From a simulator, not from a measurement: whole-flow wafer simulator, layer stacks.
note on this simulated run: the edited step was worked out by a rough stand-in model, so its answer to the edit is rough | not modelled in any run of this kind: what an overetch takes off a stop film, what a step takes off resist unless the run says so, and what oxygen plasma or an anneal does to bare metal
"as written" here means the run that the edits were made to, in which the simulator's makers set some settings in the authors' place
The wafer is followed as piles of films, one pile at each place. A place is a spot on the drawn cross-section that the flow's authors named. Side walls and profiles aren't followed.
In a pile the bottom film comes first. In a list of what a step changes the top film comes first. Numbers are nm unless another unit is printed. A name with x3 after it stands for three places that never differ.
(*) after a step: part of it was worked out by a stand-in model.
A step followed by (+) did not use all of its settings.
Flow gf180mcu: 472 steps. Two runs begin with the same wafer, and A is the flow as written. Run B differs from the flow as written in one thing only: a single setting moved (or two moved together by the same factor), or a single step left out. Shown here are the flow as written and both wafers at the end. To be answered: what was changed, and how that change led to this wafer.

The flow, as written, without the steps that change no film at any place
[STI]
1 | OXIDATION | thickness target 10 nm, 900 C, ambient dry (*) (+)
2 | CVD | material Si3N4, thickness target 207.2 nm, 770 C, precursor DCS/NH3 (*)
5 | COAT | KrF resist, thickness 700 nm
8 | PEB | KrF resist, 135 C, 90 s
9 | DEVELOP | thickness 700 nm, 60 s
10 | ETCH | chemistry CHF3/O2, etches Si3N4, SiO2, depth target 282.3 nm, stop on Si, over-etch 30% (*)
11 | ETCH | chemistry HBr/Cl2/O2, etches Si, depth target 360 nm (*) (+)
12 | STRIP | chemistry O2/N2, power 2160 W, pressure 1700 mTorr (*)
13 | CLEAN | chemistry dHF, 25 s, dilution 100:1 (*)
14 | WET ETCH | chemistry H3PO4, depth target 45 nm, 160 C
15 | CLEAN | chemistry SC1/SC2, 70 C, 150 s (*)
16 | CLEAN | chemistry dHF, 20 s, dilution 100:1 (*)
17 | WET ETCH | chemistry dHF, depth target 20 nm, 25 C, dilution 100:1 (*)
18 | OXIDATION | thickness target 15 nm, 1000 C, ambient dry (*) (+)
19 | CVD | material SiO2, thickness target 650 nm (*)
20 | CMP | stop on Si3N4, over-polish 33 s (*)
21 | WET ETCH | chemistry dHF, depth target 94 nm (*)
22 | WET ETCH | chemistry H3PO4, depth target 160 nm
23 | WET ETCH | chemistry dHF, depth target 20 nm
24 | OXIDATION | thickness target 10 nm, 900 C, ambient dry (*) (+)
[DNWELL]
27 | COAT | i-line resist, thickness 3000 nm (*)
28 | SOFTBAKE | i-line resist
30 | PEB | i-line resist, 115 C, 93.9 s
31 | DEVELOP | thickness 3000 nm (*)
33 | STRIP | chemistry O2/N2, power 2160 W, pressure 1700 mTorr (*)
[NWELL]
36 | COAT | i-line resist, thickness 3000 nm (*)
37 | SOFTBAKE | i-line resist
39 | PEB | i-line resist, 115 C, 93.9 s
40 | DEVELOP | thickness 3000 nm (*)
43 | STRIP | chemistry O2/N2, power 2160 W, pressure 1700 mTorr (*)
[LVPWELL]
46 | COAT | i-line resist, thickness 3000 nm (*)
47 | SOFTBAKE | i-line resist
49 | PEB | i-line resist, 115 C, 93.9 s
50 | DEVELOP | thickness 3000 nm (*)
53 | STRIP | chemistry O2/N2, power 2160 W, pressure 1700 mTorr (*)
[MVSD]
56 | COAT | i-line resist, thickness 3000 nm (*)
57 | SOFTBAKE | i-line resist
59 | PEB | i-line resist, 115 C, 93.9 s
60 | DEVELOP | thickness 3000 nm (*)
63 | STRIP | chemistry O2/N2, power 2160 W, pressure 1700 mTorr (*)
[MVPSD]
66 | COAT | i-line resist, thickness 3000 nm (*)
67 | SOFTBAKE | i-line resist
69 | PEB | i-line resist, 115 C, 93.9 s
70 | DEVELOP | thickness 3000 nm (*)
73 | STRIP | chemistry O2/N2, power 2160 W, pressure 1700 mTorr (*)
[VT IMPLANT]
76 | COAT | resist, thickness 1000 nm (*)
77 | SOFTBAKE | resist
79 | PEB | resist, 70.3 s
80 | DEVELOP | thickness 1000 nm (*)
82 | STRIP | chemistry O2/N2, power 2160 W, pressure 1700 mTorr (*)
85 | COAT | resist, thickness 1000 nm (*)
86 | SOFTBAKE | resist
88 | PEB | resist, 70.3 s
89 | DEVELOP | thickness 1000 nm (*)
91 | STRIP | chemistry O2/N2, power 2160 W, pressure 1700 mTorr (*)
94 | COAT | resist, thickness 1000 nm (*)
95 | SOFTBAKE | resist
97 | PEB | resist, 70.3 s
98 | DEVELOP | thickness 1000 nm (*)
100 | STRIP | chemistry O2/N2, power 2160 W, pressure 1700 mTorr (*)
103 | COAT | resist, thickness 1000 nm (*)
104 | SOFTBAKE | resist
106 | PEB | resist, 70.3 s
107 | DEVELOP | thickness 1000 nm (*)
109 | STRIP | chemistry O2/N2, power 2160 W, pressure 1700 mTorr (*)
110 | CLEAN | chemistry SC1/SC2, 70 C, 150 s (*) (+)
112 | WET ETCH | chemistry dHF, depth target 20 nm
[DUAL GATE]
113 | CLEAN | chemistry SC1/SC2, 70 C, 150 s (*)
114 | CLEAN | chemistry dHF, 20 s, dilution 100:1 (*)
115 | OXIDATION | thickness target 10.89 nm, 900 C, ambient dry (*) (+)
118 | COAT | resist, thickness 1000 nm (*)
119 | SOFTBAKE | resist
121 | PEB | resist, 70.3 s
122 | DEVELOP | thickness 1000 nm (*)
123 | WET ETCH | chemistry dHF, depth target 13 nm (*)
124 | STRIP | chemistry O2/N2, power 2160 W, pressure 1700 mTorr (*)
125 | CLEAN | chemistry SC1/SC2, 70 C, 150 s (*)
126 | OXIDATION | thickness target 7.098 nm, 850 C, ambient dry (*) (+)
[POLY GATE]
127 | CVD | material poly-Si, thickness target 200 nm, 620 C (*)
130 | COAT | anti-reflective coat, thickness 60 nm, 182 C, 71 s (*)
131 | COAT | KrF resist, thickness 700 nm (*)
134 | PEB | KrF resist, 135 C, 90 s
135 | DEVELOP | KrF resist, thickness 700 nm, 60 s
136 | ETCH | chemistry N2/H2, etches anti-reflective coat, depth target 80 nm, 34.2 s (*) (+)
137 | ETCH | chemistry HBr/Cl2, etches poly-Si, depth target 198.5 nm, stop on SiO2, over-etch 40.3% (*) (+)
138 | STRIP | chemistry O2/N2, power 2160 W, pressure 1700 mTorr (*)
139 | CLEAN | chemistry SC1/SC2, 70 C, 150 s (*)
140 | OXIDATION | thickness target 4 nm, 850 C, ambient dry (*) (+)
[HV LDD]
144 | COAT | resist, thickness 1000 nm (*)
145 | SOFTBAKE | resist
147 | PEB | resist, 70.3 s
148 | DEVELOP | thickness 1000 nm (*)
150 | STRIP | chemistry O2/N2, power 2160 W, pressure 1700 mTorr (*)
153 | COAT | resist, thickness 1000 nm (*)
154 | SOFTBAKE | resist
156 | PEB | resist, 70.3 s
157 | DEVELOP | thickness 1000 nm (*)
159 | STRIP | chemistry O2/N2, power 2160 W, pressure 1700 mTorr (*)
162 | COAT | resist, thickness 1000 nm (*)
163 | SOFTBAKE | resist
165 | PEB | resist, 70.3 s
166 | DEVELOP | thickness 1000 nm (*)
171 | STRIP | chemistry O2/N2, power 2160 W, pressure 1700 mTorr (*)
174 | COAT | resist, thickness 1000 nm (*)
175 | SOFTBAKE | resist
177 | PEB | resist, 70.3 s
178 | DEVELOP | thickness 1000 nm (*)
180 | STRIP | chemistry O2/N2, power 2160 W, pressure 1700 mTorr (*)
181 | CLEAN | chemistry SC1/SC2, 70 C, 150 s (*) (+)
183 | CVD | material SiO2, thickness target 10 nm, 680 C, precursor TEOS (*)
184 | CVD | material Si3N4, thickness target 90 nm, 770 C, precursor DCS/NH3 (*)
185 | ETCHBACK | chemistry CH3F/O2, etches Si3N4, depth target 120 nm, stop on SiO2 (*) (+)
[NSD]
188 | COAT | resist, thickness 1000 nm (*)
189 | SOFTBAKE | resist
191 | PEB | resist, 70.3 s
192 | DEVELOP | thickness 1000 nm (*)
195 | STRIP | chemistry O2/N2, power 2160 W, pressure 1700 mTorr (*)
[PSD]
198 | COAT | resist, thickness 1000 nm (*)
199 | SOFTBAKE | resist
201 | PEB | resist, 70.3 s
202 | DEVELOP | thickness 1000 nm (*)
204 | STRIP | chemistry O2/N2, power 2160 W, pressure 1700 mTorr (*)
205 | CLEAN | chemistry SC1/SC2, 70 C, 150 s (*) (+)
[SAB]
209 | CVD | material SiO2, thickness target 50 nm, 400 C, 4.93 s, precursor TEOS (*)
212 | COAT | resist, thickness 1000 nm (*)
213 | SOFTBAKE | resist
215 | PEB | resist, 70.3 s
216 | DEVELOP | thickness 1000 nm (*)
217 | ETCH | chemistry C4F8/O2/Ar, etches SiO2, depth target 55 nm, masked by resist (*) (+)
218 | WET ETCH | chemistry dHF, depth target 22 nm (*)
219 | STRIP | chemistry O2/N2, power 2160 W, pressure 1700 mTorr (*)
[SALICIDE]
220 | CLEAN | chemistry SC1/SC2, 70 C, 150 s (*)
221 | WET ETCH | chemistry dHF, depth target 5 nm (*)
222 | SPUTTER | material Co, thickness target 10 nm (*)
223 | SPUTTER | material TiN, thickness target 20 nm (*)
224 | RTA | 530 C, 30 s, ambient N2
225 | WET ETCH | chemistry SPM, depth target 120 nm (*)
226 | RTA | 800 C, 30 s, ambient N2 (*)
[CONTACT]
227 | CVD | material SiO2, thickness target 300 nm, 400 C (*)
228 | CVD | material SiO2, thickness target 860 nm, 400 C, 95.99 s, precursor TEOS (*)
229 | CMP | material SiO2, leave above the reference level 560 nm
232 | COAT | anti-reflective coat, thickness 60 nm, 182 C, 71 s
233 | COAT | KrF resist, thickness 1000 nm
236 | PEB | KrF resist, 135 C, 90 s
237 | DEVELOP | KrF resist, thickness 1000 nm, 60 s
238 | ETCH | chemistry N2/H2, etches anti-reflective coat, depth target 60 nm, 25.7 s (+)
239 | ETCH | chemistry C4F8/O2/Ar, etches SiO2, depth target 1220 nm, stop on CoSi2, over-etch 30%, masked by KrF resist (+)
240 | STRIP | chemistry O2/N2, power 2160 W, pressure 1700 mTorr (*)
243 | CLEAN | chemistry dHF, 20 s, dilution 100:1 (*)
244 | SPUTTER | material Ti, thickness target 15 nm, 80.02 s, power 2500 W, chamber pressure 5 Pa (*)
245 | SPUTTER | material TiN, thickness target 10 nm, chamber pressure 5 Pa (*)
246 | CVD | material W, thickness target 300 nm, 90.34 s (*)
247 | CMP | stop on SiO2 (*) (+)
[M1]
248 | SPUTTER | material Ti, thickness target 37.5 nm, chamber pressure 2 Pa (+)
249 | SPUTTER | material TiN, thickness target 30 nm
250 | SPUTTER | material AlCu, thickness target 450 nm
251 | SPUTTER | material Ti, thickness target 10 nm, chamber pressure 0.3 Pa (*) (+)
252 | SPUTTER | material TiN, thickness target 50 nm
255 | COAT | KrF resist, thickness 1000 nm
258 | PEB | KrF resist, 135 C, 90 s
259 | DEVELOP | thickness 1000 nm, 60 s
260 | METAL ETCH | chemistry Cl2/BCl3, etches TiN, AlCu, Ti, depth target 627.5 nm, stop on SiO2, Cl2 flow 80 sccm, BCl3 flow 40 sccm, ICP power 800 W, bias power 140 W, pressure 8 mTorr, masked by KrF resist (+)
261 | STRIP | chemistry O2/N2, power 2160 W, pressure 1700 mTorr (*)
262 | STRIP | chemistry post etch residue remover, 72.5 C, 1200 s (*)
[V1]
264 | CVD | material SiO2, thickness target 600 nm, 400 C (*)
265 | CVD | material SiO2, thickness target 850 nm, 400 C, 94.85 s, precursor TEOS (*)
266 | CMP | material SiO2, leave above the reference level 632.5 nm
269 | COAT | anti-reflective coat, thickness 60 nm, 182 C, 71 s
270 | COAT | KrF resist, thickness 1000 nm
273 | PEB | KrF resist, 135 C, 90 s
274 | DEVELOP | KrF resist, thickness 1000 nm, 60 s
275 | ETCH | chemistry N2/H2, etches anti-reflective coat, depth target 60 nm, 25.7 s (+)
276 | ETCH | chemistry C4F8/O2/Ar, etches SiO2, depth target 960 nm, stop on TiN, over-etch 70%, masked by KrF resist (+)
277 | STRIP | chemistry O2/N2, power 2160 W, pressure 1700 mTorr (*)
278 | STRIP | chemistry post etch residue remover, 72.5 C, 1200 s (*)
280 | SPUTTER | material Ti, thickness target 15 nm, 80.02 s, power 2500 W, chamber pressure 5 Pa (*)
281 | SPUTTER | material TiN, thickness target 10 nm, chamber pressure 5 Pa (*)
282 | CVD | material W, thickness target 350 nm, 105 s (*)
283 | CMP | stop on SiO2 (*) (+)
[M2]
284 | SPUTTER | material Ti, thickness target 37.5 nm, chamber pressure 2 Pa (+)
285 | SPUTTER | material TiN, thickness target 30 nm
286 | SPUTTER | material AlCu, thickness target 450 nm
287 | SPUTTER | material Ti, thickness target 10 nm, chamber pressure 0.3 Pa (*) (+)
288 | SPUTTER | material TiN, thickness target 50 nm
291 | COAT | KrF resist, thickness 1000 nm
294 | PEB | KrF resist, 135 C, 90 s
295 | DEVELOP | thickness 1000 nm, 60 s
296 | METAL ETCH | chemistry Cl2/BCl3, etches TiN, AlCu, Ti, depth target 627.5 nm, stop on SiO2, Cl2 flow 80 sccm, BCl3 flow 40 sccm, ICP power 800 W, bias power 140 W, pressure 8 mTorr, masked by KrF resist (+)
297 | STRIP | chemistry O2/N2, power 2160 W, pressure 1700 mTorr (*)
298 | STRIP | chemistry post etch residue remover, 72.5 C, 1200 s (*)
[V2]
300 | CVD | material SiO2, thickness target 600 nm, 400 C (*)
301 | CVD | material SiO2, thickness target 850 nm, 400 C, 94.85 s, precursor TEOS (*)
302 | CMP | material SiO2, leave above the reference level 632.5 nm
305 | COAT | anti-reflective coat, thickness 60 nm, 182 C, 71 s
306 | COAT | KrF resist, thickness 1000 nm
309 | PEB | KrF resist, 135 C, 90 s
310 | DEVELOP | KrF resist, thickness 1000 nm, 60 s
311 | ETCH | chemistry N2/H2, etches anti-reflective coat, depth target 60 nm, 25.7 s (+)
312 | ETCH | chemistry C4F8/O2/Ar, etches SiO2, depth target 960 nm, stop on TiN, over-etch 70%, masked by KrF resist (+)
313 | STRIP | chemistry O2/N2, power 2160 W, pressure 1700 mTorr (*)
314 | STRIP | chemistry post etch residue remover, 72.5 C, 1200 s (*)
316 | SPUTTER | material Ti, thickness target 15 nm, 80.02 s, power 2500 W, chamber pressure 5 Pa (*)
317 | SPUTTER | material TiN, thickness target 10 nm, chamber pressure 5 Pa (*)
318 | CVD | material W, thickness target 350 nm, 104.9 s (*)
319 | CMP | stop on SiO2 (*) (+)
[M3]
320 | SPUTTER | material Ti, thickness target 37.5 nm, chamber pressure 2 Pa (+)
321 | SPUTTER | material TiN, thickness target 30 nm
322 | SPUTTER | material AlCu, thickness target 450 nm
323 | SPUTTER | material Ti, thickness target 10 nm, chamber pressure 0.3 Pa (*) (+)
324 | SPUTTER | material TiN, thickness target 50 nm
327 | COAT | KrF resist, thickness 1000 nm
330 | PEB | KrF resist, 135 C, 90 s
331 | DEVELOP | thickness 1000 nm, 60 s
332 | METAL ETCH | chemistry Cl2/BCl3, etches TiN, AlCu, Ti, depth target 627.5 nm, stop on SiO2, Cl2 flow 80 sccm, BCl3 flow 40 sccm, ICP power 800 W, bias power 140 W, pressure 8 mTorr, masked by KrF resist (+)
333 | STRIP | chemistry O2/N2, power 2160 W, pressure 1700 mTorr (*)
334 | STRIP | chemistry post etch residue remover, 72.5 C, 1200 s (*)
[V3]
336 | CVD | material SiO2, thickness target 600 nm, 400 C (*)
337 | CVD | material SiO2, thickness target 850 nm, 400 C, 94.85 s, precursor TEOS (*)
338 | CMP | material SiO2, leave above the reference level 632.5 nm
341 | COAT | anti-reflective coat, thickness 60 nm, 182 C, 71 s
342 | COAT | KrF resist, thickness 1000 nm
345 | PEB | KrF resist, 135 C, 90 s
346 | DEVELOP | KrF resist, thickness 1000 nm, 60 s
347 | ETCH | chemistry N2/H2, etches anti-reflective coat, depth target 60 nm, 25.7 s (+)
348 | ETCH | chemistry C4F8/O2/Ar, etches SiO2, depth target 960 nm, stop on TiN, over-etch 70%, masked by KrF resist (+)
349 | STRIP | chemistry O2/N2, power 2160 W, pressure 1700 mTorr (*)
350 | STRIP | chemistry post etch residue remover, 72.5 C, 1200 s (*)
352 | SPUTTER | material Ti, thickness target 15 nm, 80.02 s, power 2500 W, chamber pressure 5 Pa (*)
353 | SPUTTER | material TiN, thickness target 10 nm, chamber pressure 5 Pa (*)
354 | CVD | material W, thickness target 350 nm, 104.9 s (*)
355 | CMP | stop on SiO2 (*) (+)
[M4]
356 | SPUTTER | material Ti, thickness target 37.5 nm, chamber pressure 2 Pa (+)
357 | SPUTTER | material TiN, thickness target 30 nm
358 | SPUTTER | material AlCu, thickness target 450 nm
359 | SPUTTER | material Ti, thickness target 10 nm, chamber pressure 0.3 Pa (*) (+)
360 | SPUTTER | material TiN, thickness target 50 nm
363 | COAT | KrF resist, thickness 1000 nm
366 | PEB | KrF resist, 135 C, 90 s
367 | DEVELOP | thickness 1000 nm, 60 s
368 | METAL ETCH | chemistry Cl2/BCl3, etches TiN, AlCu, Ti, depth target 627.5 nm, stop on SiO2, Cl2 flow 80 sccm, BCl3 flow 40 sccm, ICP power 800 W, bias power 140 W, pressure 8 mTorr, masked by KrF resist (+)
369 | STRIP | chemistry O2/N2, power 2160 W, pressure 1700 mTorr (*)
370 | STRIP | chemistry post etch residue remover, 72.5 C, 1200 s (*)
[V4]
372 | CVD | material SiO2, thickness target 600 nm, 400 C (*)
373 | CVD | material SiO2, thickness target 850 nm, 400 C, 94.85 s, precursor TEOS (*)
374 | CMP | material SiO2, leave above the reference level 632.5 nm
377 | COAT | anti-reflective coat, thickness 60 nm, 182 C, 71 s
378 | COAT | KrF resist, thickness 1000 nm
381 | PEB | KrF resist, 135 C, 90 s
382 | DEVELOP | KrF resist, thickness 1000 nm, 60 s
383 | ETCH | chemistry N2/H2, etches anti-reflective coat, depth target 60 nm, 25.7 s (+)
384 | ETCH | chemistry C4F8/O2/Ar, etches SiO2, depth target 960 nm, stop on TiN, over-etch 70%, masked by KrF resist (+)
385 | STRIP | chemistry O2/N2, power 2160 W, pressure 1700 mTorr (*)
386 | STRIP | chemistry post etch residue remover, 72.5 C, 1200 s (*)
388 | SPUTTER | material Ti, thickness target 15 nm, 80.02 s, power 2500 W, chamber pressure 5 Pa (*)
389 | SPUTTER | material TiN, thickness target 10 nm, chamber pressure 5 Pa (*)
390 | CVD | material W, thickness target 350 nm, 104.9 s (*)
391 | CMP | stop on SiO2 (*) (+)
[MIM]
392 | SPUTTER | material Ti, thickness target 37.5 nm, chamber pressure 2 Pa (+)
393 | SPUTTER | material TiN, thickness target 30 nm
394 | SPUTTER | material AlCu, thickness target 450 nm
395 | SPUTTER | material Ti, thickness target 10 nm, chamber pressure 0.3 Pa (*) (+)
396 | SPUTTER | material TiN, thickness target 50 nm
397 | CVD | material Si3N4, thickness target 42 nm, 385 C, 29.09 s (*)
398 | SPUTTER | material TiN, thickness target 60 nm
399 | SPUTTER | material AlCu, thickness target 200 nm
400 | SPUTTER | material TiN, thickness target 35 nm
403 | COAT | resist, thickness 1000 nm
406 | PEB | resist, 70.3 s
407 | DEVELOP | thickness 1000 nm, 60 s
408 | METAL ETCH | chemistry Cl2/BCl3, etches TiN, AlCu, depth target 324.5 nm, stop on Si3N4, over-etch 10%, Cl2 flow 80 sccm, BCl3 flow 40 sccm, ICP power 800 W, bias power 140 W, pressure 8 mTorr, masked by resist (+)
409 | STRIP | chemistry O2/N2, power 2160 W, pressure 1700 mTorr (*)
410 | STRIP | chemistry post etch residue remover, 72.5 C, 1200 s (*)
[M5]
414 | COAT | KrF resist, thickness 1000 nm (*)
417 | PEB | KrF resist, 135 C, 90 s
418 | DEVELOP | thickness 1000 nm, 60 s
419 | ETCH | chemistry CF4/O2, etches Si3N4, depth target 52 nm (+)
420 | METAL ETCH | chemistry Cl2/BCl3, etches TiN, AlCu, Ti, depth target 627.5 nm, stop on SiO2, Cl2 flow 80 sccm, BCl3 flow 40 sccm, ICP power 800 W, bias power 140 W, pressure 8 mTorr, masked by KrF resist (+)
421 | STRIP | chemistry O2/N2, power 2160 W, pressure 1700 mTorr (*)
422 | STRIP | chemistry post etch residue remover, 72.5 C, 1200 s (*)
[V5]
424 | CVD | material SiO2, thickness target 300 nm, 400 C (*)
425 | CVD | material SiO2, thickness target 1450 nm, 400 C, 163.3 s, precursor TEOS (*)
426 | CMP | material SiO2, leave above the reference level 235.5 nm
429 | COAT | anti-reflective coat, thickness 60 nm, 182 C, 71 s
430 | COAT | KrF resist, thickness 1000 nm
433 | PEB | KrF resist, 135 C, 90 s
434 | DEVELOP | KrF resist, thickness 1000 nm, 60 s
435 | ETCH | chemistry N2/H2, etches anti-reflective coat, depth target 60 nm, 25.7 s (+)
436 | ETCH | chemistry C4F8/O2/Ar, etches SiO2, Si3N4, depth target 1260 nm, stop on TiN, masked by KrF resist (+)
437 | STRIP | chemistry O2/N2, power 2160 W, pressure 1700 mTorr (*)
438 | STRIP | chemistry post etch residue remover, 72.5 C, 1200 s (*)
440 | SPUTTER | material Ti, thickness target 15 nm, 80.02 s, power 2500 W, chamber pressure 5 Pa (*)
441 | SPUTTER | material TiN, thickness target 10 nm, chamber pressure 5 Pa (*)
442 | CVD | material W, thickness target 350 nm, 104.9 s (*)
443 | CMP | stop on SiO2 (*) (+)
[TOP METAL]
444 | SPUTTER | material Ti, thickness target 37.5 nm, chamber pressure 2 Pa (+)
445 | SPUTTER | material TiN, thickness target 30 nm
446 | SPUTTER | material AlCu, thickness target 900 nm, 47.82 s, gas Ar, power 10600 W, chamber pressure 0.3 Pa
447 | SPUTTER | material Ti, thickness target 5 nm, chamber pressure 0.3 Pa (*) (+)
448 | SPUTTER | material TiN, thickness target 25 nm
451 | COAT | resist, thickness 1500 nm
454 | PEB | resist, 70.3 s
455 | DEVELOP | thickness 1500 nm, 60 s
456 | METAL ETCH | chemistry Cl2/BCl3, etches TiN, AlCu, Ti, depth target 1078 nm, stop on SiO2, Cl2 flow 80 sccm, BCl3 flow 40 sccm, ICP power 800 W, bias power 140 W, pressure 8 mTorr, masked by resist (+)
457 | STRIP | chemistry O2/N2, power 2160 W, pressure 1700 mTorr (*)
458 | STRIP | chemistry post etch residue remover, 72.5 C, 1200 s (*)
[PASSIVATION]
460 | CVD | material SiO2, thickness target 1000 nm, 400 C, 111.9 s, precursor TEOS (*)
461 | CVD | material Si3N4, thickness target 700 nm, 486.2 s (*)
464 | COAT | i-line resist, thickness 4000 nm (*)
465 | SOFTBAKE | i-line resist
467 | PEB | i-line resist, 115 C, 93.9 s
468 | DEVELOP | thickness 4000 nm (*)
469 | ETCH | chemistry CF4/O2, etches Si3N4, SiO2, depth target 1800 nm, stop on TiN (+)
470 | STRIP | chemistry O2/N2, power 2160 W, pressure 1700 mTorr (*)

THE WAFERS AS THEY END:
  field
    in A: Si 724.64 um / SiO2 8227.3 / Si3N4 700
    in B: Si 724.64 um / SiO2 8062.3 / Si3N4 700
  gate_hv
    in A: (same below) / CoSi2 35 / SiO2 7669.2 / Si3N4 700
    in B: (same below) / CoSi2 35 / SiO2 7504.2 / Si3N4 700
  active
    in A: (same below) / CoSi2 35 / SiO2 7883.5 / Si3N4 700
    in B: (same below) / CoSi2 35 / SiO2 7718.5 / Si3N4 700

The reason: step 424, CVD: thickness target 135 nm was run, whereas the flow has thickness target 300 nm.

The path from the change to this, step by step:
  424 | CVD | material SiO2, thickness target 300 nm, 400 C (*)
      field, field__w1, field__w2 and 101 more: A SiO2 gains 300 | B SiO2 gains 135
      field__w4, field__w8, contact, m1, m1__w1, mim, mim_1p0, m1_nw: A SiO2 gains 300 (new film) | B SiO2 gains 135 (new film)
  436 | ETCH | chemistry C4F8/O2/Ar, etches SiO2, Si3N4, depth target 1260 nm, stop on TiN, masked by KrF resist (+)
      field, field__w1, field__w2 and 108 more: A KrF resist loses 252 | B KrF resist loses 211.9
      contact: A SiO2 loses 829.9 (all of it), Si3N4 loses 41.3 (all of it) | B SiO2 loses 664.9 (all of it), Si3N4 loses 41.3 (all of it)
  437 | STRIP | chemistry O2/N2, power 2160 W, pressure 1700 mTorr (*)
      field, field__w1, field__w2 and 108 more: A KrF resist loses 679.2 (all of it), anti-reflective coat loses 60 (all of it) | B KrF resist loses 719.3 (all of it), anti-reflective coat loses 60 (all of it)
  440 | SPUTTER | material Ti, thickness target 15 nm, 80.02 s, power 2500 W, chamber pressure 5 Pa (*)
      contact: A Ti gains 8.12 (new film) | B Ti gains 8.93 (new film)
  441 | SPUTTER | material TiN, thickness target 10 nm, chamber pressure 5 Pa (*)
      contact: A TiN gains 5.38 (new film) | B TiN gains 5.92 (new film)
  442 | CVD | material W, thickness target 350 nm, 104.9 s (*)
      contact: A W gains 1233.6 (new film) | B W gains 1067.2 (new film)
